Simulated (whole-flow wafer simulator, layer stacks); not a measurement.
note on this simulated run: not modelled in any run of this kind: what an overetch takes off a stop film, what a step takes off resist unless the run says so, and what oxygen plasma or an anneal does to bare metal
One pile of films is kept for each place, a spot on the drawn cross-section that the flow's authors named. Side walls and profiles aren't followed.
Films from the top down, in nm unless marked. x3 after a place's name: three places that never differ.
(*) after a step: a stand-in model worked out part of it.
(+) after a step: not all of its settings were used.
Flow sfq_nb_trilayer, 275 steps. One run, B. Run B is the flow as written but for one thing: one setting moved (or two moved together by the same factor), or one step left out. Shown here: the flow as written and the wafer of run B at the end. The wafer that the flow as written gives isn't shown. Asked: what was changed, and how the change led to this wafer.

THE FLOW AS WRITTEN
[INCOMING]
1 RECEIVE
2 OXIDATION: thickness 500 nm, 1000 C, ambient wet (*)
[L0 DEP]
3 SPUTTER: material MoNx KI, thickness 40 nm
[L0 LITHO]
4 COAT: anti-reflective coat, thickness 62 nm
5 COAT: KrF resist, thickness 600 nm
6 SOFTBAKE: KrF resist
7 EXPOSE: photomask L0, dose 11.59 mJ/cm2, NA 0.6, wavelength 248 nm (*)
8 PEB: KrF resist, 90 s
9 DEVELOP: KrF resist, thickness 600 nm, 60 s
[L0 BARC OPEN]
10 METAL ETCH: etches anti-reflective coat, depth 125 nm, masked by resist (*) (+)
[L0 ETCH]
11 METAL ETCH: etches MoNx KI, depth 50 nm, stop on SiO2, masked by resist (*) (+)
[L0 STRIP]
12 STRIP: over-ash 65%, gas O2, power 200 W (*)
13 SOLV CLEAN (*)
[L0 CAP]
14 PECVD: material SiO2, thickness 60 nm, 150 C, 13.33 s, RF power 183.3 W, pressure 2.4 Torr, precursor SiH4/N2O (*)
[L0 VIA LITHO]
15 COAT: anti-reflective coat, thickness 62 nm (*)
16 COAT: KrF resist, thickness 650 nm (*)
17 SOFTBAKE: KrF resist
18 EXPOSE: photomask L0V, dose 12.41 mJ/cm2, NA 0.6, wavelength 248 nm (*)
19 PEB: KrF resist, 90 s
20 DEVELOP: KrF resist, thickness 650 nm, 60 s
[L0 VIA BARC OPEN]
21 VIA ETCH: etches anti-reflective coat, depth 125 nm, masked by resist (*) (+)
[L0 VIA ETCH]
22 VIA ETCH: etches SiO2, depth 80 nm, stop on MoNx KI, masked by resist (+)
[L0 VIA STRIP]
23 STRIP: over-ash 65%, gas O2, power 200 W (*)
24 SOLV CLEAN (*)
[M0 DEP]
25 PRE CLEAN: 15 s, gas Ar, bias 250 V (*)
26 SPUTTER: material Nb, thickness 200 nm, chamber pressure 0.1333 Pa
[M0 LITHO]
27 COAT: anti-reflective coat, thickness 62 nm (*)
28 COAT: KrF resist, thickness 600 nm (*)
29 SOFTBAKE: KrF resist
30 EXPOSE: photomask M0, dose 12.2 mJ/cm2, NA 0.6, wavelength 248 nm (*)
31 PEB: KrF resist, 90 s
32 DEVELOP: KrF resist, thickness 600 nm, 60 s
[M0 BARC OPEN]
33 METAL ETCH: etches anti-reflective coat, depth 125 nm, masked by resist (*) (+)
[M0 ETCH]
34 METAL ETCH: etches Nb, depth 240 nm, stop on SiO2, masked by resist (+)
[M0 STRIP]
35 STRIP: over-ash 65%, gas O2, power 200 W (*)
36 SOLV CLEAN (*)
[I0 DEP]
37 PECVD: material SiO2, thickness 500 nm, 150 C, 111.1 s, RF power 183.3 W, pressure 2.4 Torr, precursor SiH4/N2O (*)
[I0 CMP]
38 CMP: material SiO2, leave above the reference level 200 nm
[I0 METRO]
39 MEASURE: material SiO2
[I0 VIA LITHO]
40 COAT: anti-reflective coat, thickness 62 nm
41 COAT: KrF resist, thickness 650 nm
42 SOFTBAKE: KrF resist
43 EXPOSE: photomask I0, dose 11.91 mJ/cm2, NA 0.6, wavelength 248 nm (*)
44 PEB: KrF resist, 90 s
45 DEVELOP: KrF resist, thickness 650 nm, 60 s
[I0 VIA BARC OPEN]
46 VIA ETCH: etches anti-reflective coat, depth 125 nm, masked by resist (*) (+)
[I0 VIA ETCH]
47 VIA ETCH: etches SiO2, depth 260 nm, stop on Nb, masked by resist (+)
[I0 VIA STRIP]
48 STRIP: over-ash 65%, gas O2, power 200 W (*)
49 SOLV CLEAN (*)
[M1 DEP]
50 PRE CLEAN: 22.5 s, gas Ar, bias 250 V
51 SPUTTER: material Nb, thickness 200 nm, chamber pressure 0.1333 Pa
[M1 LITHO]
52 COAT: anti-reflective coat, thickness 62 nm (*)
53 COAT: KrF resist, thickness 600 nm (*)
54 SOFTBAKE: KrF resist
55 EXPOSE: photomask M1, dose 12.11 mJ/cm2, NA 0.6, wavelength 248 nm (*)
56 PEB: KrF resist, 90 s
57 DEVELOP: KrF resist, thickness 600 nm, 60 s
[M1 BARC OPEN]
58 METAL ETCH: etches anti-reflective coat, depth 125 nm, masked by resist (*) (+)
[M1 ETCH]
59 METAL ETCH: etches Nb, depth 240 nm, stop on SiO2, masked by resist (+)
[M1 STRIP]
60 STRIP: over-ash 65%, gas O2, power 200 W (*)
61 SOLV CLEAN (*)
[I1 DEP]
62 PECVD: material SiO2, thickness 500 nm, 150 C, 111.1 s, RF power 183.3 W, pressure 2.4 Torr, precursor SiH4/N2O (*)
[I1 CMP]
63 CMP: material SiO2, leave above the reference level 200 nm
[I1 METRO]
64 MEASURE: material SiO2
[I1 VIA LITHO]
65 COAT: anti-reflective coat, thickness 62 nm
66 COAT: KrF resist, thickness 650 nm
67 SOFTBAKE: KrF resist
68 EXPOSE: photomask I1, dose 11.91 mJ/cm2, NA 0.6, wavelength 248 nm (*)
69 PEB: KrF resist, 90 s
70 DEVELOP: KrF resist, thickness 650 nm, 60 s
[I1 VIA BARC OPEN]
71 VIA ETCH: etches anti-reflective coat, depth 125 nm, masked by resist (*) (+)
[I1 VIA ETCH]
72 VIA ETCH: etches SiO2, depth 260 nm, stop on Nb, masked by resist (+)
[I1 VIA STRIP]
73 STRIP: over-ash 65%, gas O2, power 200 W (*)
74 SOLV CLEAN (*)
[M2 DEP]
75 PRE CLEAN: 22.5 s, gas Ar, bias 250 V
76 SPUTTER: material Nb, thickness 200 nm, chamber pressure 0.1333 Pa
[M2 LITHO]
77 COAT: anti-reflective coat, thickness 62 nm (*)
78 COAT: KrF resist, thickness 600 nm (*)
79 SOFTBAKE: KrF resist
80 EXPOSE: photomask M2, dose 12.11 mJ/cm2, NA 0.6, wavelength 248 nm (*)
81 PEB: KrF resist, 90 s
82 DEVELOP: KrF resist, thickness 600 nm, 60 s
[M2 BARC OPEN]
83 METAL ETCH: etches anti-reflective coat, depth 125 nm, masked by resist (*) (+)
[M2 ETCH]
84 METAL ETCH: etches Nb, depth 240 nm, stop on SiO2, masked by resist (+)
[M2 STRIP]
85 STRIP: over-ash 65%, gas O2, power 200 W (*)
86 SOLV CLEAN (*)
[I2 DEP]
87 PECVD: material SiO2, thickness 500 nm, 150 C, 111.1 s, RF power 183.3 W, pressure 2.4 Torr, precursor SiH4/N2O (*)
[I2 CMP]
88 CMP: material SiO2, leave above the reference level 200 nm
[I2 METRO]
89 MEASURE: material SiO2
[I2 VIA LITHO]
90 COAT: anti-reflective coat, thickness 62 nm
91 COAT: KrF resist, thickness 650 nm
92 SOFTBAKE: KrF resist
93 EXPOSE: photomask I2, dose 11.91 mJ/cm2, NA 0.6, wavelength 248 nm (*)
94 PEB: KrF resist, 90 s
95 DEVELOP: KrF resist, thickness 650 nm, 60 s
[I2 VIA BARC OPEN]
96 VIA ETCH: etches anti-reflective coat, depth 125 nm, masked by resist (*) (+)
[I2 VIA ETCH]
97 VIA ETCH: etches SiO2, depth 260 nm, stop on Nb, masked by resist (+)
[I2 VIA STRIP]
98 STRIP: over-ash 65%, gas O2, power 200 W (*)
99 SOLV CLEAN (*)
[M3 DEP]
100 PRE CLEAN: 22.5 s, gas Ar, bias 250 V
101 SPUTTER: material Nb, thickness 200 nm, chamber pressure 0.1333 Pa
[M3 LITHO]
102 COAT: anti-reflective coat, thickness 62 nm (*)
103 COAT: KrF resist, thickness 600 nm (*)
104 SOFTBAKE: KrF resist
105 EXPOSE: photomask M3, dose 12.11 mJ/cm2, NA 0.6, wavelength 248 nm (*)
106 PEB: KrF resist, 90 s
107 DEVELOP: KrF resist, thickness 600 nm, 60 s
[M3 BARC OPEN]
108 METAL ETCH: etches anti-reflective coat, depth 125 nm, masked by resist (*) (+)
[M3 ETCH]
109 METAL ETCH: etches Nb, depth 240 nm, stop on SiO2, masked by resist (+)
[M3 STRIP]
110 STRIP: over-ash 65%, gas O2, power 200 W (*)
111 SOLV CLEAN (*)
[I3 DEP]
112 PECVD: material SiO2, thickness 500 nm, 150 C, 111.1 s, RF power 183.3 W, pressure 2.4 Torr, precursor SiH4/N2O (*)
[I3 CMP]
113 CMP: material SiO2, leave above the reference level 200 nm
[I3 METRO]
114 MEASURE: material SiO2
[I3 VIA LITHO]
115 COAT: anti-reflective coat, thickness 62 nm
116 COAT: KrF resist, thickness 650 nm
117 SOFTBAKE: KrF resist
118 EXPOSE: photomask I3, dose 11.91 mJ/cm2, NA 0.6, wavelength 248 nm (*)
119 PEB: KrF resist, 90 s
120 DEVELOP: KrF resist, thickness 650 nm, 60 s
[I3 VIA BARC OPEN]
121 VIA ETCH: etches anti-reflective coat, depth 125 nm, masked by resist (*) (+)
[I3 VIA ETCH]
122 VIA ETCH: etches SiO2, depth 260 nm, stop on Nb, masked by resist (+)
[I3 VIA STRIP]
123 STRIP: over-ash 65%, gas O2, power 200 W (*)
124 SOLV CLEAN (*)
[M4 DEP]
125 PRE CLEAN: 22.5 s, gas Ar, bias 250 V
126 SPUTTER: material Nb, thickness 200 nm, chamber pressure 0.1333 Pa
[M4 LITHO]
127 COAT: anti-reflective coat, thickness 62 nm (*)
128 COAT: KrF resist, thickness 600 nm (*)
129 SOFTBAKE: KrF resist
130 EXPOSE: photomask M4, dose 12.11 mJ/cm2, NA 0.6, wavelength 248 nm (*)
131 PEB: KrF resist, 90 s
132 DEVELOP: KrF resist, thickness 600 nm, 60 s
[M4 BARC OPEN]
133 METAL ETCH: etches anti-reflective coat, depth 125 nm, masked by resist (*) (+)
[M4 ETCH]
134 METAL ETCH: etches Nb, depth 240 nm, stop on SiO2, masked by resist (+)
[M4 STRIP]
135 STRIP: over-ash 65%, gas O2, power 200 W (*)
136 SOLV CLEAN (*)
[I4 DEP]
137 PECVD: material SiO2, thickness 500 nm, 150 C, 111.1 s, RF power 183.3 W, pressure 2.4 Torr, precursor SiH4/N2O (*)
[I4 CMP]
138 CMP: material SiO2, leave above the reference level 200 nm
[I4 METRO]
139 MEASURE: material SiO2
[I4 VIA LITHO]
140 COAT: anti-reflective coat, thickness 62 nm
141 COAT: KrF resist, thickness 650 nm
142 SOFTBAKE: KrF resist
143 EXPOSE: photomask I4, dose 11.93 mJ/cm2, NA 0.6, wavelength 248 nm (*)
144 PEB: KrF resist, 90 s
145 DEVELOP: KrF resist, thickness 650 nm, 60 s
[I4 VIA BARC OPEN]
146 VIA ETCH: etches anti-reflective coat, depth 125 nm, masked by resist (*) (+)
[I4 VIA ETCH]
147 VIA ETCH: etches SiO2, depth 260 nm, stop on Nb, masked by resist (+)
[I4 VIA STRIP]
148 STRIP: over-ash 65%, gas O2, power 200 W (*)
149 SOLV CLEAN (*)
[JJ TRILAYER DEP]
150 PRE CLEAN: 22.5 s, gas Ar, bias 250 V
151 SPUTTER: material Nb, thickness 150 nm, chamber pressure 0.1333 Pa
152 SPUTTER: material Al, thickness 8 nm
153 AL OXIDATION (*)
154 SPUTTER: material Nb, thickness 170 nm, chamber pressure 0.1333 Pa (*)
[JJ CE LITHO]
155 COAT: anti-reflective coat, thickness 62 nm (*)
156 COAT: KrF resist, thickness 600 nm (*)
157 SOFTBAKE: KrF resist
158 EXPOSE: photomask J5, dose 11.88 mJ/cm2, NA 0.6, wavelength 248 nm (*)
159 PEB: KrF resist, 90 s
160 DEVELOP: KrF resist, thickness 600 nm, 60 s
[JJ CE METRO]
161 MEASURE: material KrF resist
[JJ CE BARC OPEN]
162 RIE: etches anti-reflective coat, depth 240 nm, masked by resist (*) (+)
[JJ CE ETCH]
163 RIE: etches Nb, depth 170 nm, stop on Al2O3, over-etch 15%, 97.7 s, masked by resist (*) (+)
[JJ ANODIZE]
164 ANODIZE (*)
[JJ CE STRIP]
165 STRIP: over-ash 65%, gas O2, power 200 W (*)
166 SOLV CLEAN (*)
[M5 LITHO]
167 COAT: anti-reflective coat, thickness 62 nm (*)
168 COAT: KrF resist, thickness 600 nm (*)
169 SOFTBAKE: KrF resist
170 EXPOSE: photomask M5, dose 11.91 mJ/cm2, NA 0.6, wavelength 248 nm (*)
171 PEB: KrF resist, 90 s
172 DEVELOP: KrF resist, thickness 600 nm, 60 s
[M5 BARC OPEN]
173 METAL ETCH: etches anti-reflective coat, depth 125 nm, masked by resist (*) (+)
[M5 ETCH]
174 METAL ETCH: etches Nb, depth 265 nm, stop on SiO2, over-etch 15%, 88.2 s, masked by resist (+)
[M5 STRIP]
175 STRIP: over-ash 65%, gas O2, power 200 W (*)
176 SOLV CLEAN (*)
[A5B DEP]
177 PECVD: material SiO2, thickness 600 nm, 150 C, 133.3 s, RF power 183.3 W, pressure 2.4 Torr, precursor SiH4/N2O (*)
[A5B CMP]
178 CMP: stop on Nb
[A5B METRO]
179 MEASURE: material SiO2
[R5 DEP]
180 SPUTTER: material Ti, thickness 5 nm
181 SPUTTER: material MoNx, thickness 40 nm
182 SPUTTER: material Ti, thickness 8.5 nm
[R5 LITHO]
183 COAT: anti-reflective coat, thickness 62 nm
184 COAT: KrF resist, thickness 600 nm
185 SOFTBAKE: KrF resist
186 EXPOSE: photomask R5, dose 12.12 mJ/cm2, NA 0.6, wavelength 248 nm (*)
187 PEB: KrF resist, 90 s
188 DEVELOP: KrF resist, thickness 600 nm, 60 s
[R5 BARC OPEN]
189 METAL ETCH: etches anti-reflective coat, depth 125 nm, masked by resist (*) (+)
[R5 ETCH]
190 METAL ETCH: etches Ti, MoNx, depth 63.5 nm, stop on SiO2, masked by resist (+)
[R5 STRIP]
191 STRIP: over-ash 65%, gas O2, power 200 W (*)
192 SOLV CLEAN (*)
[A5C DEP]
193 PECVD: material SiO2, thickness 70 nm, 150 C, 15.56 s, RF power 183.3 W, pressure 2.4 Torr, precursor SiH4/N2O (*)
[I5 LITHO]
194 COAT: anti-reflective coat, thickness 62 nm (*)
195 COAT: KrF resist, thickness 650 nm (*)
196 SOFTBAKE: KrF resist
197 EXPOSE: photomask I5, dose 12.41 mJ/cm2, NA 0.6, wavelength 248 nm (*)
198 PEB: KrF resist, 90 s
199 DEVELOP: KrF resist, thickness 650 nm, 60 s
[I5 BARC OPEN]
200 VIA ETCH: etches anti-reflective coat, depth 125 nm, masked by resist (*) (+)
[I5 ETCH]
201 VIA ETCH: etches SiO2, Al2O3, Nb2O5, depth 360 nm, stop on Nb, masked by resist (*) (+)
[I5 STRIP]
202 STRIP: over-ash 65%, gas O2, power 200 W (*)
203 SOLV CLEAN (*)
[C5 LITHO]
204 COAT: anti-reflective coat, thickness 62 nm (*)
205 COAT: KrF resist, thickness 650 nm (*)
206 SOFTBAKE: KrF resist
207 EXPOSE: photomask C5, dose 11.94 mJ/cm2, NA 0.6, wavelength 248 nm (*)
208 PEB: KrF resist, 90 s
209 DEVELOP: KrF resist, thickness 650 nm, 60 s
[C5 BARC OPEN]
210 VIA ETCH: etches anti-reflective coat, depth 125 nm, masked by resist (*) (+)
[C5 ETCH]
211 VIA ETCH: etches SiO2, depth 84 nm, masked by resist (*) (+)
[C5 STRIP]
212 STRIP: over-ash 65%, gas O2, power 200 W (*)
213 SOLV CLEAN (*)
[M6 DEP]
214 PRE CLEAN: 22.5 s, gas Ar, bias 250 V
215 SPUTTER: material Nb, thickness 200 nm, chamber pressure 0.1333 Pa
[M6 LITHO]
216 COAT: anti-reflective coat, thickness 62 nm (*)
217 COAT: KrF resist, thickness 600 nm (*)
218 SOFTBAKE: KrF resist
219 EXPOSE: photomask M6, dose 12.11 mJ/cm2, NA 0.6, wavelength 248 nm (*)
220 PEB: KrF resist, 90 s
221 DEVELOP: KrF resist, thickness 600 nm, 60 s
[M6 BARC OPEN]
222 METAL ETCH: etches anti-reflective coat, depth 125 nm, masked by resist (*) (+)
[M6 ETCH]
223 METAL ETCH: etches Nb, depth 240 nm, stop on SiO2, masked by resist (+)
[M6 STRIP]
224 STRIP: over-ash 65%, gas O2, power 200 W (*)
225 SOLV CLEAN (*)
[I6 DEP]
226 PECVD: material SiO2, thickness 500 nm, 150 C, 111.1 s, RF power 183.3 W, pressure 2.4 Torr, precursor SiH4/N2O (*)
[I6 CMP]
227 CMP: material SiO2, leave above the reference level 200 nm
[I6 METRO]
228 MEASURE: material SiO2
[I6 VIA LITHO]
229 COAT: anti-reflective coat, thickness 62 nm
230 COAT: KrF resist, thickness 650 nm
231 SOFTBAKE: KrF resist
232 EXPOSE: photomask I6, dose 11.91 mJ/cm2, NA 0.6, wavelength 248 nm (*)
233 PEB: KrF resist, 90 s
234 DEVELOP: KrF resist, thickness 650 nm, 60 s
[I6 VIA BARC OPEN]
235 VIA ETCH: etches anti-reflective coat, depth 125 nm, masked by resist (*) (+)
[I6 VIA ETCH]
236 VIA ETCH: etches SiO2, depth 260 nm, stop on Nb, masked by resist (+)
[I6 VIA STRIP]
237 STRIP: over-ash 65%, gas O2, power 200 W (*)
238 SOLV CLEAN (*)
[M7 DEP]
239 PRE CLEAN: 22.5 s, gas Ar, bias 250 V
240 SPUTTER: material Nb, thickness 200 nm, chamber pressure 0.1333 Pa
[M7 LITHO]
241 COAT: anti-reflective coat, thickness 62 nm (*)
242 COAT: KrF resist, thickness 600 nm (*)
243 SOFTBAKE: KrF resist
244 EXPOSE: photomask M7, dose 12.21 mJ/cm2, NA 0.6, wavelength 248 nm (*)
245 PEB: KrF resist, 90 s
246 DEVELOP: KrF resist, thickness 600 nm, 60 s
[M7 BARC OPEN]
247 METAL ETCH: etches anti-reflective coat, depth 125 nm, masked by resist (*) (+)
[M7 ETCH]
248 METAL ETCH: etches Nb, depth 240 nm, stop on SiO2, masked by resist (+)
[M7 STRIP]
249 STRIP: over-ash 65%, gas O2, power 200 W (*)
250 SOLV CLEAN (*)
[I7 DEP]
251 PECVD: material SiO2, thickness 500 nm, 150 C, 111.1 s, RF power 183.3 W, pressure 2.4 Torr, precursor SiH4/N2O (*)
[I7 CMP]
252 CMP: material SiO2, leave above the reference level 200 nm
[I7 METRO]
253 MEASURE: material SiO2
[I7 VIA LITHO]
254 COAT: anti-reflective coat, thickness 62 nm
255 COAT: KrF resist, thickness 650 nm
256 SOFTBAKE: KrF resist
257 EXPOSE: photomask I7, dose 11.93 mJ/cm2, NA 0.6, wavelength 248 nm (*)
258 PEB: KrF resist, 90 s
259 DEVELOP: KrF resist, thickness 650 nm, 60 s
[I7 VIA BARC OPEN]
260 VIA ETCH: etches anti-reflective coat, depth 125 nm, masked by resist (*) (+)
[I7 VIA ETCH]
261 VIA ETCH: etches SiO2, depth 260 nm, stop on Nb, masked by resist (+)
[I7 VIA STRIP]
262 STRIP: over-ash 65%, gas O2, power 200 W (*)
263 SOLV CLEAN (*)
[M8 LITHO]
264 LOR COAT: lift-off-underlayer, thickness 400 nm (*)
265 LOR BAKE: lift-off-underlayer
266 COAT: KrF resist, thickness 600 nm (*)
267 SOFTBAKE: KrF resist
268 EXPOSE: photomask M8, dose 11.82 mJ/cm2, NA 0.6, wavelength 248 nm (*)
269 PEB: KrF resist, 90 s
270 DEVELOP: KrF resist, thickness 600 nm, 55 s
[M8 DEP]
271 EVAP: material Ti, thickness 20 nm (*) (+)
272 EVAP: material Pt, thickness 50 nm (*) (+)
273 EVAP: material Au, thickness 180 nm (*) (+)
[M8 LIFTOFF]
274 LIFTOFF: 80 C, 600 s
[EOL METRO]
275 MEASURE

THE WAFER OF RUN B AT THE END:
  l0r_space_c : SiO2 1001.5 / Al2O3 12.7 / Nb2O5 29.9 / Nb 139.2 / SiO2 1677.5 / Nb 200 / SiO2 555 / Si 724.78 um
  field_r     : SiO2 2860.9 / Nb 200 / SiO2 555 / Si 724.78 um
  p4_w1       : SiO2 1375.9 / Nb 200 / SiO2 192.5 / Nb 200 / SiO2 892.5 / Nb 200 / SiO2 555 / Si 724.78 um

The cause: step 88, CMP: leave above the reference level 115 nm was run, where the flow has leave above the reference level 200 nm.

How the change led to this, step by step:
  88 CMP: material SiO2, leave above the reference level 200 nm
      field_l, be, be_sur and 81 more: SiO2 -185 (as written it would be: SiO2 -100)
      v_sur, via_wl, via_w and 18 more: SiO2 -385 (as written it would be: SiO2 -300)
      (and at 1 more place)
  97 VIA ETCH: etches SiO2, depth 260 nm, stop on Nb, masked by resist (+)
      field_l, v_sur, via_wl and 102 more: KrF resist -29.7 (as written it would be: KrF resist -44.8)
      via_w: SiO2 -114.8 (all of it) (as written it would be: SiO2 -199.8 (all of it))
  98 STRIP: over-ash 65%, gas O2, power 200 W (*)
      field_l, v_sur, via_wl and 102 more: KrF resist -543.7 (all of it), anti-reflective coat -62 (all of it) (as written it would be: KrF resist -528.6 (all of it), anti-reflective coat -62 (all of it))
  101 SPUTTER: material Nb, thickness 200 nm, chamber pressure 0.1333 Pa
      via_w: Nb +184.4 (as written it would be: Nb +165.5)
  102 COAT: anti-reflective coat, thickness 62 nm (*)
      via_wl, via_wr: anti-reflective coat +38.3 (new film) (as written it would be: anti-reflective coat +34.2 (new film))
      via_w: anti-reflective coat +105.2 (new film) (as written it would be: anti-reflective coat +124.8 (new film))
  103 COAT: KrF resist, thickness 600 nm (*)
      via_w: KrF resist +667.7 (new film) (as written it would be: KrF resist +737.9 (new film))
  110 STRIP: over-ash 65%, gas O2, power 200 W (*)
      via_wl, via_wr: KrF resist -391 (all of it), anti-reflective coat -38.3 (all of it) (as written it would be: KrF resist -384.2 (all of it), anti-reflective coat -34.2 (all of it))
      v_sur: KrF resist -373.3 (all of it), anti-reflective coat -60.4 (all of it) (as written it would be: KrF resist -365.3 (all of it), anti-reflective coat -61.1 (all of it))
      (and at 1 more place)
  112 PECVD: material SiO2, thickness 500 nm, 150 C, 111.1 s, RF power 183.3 W, pressure 2.4 Torr, precursor SiH4/N2O (*)
      via_w: SiO2 +500 (new film) (as written it would be: SiO2 +615 (new film))
  113 CMP: material SiO2, leave above the reference level 200 nm
      via_w: SiO2 -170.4 (as written it would be: SiO2 -181.6)
